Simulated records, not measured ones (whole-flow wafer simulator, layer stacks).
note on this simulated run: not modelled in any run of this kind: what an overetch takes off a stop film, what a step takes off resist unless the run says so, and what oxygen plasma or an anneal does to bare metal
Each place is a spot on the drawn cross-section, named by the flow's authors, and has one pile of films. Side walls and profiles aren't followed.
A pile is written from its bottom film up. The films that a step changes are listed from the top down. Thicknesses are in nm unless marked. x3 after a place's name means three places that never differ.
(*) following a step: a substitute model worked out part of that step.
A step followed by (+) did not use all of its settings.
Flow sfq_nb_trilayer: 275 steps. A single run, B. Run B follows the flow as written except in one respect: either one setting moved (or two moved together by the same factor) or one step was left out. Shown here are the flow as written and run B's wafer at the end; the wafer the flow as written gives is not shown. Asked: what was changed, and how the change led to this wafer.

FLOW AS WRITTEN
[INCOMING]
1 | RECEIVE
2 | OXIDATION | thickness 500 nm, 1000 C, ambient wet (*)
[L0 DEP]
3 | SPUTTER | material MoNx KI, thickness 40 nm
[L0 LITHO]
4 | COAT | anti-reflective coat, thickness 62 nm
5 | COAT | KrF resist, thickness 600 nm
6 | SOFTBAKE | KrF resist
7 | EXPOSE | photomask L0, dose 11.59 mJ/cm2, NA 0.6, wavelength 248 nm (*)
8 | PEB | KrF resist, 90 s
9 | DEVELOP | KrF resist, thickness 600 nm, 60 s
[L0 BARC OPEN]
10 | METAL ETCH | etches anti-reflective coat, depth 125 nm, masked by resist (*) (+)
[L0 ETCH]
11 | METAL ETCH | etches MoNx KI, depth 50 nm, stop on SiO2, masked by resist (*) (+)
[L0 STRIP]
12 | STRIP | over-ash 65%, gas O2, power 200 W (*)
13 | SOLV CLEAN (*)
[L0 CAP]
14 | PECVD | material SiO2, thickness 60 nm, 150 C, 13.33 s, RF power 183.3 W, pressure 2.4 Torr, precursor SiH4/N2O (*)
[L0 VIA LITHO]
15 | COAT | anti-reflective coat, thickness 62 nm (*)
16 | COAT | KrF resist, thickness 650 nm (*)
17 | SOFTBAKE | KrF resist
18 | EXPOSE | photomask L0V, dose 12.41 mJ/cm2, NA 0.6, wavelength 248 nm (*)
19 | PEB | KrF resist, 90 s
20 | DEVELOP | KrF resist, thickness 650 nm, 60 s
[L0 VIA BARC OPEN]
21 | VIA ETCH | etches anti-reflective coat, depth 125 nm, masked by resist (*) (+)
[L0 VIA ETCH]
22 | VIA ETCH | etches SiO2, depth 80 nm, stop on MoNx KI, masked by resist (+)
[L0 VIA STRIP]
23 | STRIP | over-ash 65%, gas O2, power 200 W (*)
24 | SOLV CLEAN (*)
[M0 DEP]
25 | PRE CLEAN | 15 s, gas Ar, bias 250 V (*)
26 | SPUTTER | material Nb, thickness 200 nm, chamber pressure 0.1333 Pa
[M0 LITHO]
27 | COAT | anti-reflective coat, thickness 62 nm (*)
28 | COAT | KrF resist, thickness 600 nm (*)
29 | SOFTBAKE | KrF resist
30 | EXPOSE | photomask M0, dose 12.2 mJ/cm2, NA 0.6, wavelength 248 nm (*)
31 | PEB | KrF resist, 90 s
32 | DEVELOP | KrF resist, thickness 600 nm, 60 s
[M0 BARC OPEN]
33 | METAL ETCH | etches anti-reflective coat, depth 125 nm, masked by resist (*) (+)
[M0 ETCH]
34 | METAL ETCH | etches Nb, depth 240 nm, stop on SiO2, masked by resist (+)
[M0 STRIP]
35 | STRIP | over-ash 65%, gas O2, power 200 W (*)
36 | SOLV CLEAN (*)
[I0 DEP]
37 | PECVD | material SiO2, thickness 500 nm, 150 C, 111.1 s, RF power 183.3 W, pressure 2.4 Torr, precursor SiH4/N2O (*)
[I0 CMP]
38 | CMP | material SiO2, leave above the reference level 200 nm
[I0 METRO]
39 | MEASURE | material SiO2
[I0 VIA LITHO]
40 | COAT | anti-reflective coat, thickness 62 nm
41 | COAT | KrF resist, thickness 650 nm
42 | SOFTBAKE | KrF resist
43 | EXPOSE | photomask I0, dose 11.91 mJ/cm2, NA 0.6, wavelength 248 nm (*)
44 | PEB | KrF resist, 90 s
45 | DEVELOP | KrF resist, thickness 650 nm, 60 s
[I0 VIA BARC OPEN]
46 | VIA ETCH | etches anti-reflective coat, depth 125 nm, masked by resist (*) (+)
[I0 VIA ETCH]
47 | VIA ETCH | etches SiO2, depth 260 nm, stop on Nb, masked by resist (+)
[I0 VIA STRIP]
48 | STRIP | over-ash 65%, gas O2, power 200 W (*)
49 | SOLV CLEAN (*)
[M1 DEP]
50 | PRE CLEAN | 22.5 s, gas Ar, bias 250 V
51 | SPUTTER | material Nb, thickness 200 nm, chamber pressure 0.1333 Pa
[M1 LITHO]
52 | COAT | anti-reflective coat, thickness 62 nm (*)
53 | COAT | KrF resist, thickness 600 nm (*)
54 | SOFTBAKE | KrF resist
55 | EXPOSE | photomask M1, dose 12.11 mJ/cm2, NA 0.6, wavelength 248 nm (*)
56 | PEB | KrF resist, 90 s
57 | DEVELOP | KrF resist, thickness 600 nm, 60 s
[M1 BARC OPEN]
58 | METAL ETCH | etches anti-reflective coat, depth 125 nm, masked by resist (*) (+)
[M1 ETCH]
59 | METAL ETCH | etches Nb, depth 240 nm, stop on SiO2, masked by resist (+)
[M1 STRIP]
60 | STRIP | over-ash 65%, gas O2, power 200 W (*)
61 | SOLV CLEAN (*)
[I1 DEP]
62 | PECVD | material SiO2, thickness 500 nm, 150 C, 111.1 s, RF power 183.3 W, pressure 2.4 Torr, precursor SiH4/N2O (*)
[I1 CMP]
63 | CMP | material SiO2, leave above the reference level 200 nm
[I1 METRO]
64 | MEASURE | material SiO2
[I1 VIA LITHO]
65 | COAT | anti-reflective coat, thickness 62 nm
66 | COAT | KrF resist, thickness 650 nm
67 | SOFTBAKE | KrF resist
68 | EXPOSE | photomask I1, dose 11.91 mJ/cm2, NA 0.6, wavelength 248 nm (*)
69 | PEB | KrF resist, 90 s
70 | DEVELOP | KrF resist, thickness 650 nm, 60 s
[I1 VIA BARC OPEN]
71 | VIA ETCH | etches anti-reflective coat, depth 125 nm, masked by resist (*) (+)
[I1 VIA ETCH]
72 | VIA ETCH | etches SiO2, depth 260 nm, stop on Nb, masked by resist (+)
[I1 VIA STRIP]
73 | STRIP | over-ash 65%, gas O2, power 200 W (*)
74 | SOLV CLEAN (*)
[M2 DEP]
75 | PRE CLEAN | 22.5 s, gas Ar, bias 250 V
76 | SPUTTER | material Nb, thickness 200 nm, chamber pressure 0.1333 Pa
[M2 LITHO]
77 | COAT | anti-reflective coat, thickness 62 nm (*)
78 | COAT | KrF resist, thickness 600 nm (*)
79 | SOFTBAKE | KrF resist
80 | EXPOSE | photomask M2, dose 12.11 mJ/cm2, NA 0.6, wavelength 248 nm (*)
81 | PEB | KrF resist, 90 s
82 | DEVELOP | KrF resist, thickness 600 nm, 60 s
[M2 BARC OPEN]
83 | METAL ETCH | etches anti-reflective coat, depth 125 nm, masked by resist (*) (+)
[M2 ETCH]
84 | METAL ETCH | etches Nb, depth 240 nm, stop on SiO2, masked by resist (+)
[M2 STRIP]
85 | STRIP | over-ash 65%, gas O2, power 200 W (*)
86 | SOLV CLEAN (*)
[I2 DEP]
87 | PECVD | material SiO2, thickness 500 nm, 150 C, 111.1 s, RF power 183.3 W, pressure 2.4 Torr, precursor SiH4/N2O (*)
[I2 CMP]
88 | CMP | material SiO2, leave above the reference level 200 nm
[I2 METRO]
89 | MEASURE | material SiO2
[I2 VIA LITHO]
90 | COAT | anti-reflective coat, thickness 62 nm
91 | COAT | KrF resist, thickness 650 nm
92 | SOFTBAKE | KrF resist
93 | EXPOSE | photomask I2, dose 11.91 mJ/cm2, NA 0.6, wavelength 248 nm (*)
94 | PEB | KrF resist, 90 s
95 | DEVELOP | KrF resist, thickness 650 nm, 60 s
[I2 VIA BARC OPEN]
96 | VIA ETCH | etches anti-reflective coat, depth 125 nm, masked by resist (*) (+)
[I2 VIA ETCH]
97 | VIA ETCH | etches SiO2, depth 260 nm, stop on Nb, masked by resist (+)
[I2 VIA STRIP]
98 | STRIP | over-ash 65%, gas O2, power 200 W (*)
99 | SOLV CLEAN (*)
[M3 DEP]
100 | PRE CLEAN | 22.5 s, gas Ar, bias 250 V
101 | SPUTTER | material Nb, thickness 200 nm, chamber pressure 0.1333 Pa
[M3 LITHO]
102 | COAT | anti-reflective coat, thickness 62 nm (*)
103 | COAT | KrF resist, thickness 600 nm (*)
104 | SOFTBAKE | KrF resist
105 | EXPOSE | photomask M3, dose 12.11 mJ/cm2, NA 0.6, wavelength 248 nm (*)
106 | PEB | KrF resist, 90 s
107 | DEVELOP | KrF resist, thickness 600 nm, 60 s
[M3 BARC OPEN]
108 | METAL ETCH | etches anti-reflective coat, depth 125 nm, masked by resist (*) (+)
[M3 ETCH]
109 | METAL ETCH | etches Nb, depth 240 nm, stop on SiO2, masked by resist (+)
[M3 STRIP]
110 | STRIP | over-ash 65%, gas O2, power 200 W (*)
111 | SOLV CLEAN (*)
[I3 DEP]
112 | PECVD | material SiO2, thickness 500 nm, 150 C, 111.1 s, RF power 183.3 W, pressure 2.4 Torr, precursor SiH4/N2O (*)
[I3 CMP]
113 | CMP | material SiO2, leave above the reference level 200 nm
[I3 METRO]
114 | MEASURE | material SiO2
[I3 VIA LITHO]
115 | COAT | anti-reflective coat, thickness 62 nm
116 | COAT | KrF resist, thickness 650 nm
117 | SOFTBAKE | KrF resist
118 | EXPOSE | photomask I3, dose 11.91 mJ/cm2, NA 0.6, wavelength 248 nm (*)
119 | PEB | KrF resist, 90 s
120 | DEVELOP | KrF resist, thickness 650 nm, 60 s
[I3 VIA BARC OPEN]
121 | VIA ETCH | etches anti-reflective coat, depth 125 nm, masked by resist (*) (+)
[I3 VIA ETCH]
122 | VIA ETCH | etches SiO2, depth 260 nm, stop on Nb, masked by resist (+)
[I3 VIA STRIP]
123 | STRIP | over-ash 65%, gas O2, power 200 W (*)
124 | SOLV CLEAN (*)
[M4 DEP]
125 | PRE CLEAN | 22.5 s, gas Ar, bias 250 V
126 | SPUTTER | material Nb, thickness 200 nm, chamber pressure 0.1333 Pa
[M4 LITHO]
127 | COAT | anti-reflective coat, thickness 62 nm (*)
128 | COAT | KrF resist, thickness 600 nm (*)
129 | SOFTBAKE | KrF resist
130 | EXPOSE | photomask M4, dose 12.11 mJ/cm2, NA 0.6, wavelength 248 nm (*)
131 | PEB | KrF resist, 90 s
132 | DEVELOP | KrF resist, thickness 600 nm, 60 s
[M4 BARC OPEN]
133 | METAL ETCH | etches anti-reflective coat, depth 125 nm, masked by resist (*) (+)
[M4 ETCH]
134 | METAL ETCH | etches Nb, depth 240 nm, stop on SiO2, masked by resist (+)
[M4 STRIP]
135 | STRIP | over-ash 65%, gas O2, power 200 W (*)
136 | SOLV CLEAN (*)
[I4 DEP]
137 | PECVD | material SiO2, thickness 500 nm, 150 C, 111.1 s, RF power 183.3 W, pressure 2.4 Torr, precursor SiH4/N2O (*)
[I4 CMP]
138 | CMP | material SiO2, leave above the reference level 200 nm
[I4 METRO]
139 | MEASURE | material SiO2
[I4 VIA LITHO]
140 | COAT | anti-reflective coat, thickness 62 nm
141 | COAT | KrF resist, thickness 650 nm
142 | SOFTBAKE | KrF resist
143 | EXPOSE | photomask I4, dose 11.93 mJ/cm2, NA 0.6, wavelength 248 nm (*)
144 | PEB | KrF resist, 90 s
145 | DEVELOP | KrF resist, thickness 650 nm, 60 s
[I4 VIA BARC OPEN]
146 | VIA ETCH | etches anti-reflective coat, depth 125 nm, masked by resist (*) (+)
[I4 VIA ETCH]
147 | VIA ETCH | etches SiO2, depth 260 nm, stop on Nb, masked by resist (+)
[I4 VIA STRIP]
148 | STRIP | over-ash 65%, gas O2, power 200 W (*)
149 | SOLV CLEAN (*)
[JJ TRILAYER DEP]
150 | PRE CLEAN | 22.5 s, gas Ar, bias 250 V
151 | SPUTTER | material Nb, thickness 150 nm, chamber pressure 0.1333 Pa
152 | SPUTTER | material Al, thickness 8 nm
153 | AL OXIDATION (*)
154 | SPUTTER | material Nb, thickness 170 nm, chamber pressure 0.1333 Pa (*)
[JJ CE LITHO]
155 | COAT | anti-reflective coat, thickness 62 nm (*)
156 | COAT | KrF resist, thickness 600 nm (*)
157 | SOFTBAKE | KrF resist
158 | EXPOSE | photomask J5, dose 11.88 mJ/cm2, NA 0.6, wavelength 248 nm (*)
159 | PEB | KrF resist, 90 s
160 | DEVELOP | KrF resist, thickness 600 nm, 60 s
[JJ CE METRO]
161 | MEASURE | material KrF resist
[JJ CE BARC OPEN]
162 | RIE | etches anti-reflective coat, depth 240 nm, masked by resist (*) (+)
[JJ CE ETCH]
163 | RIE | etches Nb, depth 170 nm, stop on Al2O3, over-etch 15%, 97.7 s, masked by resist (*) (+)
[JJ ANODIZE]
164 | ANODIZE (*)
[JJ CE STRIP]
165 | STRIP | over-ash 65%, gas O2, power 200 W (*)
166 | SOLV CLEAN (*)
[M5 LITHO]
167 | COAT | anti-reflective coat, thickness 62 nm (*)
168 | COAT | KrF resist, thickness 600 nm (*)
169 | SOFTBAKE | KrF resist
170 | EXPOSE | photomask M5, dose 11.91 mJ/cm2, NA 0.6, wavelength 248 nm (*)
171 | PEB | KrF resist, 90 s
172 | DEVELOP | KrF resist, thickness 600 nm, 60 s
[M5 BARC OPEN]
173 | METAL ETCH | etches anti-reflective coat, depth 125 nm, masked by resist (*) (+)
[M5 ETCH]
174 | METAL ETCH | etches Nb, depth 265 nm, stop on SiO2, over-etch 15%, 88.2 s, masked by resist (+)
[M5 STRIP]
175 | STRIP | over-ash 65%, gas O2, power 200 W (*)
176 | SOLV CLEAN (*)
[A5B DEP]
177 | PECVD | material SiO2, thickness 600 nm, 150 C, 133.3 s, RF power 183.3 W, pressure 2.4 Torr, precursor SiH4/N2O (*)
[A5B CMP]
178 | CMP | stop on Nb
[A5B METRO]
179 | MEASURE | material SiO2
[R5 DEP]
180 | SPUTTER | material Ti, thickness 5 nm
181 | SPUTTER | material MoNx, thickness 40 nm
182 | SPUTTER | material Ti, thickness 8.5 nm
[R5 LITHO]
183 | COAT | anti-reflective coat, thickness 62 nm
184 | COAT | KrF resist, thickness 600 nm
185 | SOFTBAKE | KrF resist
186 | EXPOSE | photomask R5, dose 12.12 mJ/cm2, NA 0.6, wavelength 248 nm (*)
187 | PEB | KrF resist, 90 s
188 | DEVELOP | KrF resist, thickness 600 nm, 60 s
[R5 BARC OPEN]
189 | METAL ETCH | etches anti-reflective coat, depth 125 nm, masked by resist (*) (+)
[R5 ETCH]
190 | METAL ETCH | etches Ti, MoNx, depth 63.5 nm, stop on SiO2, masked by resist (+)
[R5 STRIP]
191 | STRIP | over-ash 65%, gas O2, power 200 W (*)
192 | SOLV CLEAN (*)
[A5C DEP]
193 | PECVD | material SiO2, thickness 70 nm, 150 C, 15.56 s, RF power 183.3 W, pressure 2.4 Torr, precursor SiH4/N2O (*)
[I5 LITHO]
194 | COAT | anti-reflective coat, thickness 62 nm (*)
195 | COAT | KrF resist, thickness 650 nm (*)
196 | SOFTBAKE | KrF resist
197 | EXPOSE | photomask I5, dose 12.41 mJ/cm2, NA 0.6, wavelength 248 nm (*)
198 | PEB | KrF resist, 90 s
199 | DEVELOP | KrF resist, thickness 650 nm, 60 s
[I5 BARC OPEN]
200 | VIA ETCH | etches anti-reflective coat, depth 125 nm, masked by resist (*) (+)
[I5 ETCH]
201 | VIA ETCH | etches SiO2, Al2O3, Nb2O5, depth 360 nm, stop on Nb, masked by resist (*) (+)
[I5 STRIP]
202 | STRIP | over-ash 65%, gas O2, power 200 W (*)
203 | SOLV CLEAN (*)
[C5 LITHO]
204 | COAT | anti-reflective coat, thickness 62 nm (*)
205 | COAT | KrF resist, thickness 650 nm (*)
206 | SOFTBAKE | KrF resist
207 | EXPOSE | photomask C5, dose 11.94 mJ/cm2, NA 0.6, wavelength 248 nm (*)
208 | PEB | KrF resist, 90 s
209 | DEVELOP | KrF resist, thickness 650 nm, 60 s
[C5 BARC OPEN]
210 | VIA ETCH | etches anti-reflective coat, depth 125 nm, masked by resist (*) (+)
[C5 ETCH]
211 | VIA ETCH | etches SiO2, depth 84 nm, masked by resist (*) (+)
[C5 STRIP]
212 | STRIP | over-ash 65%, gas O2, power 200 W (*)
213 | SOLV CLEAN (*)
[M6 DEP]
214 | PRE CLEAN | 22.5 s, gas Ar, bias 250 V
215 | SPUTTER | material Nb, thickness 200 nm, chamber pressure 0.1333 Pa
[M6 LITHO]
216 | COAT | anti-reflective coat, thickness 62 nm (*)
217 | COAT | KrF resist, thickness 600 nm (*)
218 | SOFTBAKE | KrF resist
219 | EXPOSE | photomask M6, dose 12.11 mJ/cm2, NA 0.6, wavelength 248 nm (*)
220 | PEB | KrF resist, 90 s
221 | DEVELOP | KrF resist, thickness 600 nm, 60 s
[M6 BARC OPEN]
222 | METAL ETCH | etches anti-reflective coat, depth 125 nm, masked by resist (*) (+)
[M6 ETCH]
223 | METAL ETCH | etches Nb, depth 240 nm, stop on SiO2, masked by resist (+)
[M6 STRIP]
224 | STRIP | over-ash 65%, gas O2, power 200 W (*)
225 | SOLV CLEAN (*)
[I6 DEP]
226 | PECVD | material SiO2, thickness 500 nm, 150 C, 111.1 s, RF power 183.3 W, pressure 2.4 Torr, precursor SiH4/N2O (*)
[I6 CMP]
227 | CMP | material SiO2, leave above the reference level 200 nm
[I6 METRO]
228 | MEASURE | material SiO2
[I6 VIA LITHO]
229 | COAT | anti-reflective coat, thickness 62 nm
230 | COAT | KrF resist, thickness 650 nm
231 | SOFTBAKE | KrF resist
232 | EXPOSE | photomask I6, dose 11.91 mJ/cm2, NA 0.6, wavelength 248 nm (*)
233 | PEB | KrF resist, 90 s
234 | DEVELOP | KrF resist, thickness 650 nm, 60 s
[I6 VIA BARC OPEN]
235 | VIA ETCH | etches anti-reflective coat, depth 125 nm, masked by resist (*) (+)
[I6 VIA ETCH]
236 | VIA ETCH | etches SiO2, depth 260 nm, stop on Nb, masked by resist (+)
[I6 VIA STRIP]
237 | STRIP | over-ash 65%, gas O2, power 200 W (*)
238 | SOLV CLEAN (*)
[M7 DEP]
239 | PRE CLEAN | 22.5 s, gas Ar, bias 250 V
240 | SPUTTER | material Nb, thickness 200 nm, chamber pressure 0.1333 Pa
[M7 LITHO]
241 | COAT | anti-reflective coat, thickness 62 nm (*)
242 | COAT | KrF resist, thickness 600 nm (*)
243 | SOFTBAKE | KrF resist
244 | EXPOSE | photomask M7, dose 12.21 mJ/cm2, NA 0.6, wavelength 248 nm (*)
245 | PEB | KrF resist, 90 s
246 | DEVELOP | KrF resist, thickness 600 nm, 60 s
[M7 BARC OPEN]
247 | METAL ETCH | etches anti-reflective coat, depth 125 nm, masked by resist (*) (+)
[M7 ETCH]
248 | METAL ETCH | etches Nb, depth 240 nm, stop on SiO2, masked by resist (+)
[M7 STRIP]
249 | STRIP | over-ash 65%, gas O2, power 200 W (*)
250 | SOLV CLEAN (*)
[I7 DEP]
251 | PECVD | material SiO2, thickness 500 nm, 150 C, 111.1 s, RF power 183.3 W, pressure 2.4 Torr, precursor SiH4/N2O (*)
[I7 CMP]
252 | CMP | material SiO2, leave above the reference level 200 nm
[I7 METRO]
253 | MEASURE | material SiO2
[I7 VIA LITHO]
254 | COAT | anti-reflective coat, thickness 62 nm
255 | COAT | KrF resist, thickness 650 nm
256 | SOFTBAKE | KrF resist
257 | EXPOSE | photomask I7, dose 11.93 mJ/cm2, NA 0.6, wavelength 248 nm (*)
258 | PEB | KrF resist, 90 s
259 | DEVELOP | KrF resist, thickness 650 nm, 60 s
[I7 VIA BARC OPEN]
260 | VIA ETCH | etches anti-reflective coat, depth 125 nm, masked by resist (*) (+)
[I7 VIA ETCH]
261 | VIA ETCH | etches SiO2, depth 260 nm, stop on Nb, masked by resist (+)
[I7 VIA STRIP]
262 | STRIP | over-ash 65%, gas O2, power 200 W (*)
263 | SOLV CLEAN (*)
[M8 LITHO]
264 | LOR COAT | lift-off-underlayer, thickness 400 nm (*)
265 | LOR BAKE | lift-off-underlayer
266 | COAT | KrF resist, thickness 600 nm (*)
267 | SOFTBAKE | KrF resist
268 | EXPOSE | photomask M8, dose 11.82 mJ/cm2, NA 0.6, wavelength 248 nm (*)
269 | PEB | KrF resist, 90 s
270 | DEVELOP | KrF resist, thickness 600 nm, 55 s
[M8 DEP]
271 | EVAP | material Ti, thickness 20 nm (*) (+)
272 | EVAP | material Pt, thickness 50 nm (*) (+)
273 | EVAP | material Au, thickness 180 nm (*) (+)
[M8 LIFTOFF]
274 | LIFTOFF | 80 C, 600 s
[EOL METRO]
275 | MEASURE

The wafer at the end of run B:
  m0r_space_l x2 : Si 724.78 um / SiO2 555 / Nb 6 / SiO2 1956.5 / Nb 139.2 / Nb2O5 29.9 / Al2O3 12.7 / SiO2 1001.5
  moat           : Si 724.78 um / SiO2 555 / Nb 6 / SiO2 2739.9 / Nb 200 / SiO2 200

The reason: step 34, METAL ETCH: depth 194 nm was run, though the flow has depth 240 nm.

How this came from the change, step by step:
  34 | METAL ETCH | etches Nb, depth 240 nm, stop on SiO2, masked by resist (+)
      moat, m0r_space_l x2: -194 Nb (it would be, as written: -200 Nb (all of it))
      field_l, v_sur, via_wl and 100 more: -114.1 KrF resist (it would be, as written: -141.2 KrF resist)
  35 | STRIP | over-ash 65%, gas O2, power 200 W (*)
      p4_fl, p4_fm, p4_w1 and 68 more: -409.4 KrF resist (all of it), -62 anti-reflective coat (all of it) (it would be, as written: -382.4 KrF resist (all of it), -62 anti-reflective coat (all of it))
      c5j, ce_r, sp_r, be_r, r_sur, res: -416.1 KrF resist (all of it), -63.6 anti-reflective coat (all of it) (it would be, as written: -389 KrF resist (all of it), -63.6 anti-reflective coat (all of it))
      (and at 26 other places as well)
  37 | PECVD | material SiO2, thickness 500 nm, 150 C, 111.1 s, RF power 183.3 W, pressure 2.4 Torr, precursor SiH4/N2O (*)
      moat, m0r_space_l x2: +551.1 SiO2 (new film) (it would be, as written: +557.1 SiO2)
If metal films that touch count as one body, m0r_space_l x2 has 2 bodies (between them, from the top down: SiO2 1956.5); the flow as written gives 1 body.
If metal films that touch count as one body, moat has 2 bodies (between them, from the top down: SiO2 2739.9); the flow as written gives 1 body.
